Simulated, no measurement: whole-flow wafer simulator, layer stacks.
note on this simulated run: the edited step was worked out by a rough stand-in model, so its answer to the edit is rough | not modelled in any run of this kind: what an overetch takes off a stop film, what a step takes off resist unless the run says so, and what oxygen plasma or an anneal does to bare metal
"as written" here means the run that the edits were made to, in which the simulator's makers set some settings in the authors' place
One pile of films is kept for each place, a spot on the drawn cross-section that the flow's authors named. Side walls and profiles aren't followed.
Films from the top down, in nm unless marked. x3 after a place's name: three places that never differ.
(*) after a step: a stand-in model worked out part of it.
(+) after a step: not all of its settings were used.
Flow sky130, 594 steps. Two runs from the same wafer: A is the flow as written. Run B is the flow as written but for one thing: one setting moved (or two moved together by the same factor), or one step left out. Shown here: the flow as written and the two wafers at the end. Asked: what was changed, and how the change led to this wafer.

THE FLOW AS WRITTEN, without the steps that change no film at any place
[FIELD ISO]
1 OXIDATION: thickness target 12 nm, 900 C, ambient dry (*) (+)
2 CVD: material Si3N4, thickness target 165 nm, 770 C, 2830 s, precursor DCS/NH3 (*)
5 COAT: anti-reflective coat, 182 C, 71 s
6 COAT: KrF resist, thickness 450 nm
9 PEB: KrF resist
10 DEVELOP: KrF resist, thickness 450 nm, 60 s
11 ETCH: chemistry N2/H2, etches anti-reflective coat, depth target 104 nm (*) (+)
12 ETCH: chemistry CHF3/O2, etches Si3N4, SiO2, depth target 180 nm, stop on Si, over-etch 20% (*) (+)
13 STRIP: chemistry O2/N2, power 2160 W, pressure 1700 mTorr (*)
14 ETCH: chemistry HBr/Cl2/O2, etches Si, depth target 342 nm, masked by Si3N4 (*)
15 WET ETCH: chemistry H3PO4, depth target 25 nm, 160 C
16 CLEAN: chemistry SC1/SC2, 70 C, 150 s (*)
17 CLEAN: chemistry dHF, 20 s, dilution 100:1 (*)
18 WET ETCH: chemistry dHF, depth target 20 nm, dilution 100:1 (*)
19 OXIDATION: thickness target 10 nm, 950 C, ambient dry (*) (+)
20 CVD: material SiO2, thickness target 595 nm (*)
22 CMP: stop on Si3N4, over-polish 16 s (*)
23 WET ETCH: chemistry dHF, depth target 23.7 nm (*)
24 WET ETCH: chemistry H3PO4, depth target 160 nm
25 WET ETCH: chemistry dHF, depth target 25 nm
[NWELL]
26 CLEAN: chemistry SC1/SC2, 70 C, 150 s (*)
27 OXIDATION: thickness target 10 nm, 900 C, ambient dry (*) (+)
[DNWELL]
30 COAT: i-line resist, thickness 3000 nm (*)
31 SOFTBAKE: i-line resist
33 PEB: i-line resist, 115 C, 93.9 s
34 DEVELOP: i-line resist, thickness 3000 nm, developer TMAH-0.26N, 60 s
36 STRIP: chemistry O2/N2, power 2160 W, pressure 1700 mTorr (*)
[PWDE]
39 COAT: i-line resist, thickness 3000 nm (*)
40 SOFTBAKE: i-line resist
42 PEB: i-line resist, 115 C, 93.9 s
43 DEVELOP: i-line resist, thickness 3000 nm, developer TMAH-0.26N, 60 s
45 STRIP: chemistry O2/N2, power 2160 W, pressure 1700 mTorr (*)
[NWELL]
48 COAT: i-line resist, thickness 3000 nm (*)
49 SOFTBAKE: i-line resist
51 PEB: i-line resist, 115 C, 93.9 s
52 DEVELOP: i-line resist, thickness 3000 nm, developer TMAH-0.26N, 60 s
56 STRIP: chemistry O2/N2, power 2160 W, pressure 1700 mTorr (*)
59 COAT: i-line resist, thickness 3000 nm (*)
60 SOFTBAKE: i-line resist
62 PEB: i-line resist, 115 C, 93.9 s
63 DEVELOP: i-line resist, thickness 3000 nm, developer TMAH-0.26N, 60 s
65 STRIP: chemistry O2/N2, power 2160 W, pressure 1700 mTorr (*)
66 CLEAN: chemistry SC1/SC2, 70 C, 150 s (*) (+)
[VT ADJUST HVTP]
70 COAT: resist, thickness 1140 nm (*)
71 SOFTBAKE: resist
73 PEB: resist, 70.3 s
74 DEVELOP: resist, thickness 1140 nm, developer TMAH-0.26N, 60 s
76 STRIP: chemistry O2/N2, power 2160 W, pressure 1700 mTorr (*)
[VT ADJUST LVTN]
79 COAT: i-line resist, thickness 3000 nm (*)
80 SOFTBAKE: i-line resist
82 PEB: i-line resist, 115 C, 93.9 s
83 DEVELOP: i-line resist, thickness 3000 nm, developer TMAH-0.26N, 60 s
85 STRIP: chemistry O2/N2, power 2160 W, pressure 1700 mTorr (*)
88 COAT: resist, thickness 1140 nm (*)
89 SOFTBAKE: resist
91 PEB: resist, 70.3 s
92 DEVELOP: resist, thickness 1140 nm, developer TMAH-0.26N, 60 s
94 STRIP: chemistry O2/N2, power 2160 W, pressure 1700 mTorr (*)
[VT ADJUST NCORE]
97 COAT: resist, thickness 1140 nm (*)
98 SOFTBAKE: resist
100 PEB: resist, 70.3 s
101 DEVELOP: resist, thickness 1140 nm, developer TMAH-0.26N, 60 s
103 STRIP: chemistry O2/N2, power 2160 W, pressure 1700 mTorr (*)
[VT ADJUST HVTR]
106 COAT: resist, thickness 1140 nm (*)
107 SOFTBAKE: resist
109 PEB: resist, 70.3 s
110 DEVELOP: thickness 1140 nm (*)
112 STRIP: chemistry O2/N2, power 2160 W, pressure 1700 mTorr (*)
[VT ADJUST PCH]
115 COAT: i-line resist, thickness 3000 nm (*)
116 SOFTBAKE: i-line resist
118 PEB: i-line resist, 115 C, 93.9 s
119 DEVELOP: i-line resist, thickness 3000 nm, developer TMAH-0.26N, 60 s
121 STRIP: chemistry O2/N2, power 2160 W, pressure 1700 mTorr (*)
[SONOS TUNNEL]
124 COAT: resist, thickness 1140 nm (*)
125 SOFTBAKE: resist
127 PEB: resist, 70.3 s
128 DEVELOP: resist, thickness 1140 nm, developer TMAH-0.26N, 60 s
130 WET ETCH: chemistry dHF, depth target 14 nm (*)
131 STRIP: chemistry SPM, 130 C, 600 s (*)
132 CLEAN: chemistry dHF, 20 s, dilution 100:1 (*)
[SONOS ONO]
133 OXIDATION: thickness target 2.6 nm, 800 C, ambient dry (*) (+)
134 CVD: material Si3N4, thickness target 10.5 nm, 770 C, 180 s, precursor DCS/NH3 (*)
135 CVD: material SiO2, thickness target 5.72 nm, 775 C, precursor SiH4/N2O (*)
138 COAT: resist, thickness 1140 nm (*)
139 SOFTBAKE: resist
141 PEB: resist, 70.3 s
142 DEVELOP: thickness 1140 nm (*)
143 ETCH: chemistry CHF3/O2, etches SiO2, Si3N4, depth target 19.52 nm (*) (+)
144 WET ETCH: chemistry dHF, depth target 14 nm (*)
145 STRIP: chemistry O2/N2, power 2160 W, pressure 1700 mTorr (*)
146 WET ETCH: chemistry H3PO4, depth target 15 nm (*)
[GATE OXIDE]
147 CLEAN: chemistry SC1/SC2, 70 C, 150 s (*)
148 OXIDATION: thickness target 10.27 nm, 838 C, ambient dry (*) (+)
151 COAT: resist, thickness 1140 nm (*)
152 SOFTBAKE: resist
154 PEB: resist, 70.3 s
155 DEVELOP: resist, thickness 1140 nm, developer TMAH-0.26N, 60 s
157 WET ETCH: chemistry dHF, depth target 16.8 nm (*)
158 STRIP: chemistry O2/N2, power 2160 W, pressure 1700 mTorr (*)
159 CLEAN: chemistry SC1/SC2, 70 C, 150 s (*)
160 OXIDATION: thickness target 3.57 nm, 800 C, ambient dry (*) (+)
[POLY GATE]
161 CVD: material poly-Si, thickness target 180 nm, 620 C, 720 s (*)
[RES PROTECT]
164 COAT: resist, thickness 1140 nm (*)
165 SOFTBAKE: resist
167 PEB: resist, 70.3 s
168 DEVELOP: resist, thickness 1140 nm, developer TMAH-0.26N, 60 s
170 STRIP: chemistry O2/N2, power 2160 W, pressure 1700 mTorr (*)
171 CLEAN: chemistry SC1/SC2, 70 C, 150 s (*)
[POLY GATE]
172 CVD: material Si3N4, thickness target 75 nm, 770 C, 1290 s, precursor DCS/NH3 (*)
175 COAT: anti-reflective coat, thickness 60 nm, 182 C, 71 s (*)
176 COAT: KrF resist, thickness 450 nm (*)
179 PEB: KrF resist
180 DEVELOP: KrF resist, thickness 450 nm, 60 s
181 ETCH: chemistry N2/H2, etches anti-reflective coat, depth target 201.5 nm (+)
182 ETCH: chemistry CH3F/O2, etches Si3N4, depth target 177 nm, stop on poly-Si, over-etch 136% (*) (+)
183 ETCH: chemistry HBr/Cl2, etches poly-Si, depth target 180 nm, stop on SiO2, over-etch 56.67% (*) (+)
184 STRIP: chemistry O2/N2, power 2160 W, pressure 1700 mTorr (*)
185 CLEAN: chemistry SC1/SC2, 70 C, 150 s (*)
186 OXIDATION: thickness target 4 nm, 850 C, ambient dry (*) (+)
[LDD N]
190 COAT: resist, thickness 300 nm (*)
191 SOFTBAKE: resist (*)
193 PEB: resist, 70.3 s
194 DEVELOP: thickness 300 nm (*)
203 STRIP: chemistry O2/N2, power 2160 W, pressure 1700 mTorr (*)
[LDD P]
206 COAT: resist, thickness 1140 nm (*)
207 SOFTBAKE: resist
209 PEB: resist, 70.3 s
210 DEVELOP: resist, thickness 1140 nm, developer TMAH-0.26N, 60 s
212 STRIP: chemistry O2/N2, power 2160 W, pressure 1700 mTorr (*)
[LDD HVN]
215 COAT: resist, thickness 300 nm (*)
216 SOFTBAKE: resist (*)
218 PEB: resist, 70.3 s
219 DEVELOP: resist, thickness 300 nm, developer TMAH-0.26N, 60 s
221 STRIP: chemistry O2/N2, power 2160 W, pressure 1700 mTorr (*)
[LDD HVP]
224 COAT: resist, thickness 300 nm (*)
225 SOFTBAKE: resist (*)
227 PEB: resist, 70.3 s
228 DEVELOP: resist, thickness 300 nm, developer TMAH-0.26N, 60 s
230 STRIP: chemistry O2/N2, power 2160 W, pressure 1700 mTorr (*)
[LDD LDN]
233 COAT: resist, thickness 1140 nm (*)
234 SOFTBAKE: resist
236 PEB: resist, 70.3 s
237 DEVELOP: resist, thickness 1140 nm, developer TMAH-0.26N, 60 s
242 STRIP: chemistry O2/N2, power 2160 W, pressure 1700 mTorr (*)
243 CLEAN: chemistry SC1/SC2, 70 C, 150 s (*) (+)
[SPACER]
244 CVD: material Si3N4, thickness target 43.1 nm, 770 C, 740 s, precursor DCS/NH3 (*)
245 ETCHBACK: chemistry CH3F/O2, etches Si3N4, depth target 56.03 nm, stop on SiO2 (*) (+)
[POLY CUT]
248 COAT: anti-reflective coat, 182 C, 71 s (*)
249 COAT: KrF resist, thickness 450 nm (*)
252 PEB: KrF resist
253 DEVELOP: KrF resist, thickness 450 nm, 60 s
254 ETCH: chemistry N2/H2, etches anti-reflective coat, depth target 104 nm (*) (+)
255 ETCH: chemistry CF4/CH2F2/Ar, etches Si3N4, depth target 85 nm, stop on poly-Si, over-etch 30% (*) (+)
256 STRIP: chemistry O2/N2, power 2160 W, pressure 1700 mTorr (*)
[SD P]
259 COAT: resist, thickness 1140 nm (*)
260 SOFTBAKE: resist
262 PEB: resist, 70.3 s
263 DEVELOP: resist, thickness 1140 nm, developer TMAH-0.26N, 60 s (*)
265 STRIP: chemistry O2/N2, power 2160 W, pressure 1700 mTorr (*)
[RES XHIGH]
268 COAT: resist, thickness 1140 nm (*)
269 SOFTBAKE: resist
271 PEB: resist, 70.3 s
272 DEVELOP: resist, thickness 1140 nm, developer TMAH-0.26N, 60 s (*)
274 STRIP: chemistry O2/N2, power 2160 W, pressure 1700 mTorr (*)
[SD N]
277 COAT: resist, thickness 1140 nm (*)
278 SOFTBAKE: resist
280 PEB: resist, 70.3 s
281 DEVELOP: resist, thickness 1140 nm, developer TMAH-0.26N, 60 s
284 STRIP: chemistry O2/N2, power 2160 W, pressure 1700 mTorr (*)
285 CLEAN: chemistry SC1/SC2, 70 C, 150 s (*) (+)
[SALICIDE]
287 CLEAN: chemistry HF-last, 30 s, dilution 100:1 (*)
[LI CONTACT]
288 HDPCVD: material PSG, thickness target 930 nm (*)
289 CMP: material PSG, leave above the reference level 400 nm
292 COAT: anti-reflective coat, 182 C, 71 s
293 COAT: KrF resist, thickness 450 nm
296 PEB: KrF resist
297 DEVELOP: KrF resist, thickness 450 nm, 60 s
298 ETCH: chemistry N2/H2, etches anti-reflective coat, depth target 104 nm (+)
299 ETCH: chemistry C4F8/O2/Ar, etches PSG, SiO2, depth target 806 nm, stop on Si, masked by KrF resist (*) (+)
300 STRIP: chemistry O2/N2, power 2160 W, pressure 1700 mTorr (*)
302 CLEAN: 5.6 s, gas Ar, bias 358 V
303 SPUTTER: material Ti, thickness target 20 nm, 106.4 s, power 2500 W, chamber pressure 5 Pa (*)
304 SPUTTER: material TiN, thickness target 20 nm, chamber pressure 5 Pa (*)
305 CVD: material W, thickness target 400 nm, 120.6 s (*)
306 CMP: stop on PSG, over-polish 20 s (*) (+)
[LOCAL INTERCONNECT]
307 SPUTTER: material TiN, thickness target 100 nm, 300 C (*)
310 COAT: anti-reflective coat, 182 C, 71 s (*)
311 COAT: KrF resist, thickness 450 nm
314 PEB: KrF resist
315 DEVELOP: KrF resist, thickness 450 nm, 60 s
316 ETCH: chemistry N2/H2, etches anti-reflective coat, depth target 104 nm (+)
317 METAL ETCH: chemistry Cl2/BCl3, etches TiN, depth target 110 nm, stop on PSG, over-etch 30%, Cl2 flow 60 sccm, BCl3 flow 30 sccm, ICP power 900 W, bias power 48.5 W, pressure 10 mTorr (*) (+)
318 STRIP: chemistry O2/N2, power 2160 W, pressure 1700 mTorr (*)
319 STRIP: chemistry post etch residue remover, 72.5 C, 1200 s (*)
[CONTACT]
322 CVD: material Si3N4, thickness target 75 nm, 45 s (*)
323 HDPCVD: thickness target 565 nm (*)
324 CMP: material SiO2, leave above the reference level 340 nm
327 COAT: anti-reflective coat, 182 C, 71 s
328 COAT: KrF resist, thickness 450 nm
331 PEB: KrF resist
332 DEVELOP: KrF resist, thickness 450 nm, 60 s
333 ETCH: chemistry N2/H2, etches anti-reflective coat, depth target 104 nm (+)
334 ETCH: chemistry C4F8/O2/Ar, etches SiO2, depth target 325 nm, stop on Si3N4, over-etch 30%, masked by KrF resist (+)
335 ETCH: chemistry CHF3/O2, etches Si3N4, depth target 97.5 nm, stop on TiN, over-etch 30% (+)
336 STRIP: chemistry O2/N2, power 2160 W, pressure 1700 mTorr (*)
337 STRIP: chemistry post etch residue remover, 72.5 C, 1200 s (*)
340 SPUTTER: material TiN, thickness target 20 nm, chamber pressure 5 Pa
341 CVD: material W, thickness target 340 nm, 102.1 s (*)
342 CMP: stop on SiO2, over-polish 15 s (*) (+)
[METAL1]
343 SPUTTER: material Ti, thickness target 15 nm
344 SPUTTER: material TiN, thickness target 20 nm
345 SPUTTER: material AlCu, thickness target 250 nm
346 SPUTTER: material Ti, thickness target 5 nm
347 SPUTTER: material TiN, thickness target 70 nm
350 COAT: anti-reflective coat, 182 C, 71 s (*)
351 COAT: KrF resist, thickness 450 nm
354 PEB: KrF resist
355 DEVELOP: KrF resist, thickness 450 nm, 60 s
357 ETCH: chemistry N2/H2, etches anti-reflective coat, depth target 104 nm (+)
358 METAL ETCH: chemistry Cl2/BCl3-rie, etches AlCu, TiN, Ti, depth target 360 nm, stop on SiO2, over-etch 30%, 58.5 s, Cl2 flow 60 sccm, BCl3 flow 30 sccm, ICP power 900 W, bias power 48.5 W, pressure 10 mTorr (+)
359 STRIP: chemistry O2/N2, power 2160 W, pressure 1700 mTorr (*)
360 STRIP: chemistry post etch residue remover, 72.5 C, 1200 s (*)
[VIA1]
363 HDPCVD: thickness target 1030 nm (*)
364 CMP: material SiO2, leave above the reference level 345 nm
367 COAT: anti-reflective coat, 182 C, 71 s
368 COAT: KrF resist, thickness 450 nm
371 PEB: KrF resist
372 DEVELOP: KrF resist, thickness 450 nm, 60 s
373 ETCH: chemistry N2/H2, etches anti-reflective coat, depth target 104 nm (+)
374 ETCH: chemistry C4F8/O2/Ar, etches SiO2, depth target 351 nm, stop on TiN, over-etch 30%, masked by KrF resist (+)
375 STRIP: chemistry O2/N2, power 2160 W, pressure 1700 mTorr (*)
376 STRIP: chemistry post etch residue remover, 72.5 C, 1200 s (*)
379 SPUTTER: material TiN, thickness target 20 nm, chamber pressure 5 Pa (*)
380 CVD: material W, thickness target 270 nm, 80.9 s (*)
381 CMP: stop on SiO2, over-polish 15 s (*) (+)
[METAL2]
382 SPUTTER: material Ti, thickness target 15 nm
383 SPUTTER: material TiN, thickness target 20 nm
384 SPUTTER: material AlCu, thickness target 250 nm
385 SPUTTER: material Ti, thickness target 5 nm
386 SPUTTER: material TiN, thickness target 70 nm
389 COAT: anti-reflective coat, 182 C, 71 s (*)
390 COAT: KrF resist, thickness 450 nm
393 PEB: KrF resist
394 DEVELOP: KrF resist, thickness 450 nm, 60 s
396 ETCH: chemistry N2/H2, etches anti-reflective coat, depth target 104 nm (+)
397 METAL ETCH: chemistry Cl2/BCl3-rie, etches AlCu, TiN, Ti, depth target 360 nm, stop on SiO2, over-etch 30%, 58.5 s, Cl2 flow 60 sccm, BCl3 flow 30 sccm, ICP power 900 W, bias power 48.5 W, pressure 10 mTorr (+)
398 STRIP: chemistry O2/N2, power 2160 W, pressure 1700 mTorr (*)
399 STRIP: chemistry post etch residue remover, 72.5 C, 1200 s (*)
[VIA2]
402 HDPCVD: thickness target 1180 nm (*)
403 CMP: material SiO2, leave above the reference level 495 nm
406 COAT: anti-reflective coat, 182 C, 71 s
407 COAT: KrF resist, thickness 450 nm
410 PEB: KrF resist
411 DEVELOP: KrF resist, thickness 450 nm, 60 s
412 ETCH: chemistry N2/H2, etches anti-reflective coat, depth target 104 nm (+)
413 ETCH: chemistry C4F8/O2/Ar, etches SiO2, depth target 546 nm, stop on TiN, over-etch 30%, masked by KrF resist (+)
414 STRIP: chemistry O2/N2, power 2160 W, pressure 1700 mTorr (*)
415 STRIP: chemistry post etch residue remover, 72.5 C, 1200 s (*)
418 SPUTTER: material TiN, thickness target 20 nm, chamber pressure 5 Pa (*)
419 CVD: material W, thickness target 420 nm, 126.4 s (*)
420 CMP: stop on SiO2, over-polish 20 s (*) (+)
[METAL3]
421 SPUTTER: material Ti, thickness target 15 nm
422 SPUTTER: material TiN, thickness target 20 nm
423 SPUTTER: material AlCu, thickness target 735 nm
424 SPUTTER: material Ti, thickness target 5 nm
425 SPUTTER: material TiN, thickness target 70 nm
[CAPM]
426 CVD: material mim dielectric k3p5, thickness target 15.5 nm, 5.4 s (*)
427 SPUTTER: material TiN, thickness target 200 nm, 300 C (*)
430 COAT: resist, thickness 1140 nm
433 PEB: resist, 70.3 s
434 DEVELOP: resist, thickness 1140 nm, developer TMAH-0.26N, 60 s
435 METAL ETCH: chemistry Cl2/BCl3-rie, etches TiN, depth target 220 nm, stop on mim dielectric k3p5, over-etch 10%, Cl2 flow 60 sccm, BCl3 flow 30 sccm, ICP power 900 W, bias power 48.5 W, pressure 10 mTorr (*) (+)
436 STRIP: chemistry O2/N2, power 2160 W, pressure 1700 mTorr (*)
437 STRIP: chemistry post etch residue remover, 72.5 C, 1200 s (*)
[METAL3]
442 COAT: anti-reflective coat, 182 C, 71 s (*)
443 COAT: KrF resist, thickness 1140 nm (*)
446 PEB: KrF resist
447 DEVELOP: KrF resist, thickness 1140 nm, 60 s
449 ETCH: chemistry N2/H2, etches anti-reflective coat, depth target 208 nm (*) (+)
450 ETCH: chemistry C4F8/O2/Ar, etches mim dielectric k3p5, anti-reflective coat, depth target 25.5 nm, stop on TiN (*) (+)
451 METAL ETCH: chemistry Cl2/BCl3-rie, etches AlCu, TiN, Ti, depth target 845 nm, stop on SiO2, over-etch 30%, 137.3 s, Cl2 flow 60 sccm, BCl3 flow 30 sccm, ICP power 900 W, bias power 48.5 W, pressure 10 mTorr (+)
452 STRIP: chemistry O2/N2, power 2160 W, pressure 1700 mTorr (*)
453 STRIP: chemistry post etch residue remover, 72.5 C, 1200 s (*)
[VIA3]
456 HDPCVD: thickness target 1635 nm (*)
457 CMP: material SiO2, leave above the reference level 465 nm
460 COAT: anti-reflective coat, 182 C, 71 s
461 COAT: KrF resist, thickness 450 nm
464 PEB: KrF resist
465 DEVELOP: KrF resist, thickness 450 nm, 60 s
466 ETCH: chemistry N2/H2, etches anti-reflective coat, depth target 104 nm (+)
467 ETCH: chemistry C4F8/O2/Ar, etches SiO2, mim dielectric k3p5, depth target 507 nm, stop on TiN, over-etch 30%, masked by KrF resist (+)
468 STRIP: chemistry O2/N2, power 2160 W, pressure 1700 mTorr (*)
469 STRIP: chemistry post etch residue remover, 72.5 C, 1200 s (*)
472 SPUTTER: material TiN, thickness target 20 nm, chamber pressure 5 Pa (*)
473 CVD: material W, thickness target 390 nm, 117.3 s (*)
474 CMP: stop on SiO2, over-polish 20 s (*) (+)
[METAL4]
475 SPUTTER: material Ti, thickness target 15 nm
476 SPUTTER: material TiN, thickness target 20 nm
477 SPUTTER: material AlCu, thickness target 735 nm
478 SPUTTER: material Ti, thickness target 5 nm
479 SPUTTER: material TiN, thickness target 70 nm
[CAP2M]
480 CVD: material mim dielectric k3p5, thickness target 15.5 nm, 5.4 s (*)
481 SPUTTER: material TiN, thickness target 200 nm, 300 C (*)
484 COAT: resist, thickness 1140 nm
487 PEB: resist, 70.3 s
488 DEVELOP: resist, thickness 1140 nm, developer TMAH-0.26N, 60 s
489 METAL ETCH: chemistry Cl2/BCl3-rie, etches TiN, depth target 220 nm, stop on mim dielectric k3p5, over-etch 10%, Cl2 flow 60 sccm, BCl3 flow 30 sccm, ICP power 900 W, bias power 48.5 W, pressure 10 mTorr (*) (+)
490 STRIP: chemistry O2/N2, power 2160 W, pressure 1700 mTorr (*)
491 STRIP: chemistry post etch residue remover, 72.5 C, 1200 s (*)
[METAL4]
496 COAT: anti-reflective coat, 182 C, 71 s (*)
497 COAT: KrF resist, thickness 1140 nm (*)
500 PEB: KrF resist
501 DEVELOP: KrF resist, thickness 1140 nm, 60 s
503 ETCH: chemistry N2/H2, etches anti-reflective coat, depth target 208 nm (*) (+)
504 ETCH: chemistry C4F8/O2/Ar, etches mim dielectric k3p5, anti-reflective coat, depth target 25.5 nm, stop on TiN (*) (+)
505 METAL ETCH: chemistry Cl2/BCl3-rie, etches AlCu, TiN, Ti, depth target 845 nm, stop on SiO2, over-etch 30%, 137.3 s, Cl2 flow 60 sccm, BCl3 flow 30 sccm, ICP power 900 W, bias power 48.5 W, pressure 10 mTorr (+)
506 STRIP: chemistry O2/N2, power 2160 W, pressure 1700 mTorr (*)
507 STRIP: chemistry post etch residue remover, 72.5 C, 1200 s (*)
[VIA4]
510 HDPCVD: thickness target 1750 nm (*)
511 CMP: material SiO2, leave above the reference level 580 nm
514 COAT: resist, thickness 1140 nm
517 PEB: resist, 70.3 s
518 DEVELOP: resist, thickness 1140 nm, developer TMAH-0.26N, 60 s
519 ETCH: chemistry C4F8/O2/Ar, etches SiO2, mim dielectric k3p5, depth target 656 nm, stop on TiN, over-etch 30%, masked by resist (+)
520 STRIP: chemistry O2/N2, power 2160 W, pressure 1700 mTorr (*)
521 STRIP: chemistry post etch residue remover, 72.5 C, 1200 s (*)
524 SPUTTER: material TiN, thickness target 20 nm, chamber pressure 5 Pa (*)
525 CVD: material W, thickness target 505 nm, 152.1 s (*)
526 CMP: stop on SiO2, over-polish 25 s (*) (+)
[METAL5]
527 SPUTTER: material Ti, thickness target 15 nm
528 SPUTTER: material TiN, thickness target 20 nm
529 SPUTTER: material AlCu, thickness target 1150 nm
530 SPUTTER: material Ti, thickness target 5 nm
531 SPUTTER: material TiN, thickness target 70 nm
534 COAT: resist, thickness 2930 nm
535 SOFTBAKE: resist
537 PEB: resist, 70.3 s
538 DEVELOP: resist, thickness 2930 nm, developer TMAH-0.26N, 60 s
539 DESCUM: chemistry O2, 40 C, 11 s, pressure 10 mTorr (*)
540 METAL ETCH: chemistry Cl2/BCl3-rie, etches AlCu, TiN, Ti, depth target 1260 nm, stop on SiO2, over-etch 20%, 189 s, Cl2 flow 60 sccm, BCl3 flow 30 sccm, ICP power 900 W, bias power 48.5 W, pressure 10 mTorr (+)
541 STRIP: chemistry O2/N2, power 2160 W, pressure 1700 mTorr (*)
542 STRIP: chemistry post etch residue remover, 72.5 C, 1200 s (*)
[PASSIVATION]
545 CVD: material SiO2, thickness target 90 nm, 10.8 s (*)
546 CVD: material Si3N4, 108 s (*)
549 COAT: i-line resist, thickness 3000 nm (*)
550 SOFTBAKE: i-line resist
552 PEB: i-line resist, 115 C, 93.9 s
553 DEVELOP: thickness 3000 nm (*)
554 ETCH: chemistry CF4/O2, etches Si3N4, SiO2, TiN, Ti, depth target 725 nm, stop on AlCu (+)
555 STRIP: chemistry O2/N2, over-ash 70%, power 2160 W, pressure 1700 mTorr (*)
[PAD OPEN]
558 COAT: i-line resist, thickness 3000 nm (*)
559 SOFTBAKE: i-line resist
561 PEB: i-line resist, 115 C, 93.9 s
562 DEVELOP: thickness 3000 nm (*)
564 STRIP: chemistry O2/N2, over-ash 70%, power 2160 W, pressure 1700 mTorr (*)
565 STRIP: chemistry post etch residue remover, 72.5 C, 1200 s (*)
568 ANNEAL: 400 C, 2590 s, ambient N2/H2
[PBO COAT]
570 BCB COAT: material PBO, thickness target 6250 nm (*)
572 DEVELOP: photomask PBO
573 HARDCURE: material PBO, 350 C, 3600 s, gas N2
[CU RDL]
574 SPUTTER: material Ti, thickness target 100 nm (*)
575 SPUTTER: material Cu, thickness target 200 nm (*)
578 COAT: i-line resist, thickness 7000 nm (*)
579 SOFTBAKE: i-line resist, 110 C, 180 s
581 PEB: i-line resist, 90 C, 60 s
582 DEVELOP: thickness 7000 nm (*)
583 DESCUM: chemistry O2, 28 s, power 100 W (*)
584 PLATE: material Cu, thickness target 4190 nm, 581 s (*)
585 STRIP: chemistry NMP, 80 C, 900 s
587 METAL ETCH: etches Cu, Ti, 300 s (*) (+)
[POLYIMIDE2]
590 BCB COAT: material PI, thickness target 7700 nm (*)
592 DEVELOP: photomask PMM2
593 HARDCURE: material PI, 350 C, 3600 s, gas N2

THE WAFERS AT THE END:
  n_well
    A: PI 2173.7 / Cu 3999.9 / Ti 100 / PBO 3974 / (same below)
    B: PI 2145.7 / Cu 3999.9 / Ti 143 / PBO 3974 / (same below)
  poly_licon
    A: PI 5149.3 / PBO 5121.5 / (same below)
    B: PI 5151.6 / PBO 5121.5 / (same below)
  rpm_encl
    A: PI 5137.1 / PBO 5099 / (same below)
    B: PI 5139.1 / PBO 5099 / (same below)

The cause: step 574, SPUTTER: thickness target 143 nm was run, where the flow has thickness target 100 nm.
It can be read off the wafer: n_well has Ti 143, and step 574 as written asks for 100 nm.

How the change led to this, step by step:
  574 SPUTTER: material Ti, thickness target 100 nm (*)
      field, active, n_well and 190 more: A Ti +100 (new film) | B Ti +143 (new film)
  587 METAL ETCH: etches Cu, Ti, 300 s (*) (+)
      field, active, gate and 167 more: A Cu -200 (all of it), Ti -100 (all of it) | B Cu -200 (all of it), Ti -143 (all of it)
  590 BCB COAT: material PI, thickness target 7700 nm (*)
      de16_gate_nw: A PI +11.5 um (new film) | B PI +11.54 um (new film)
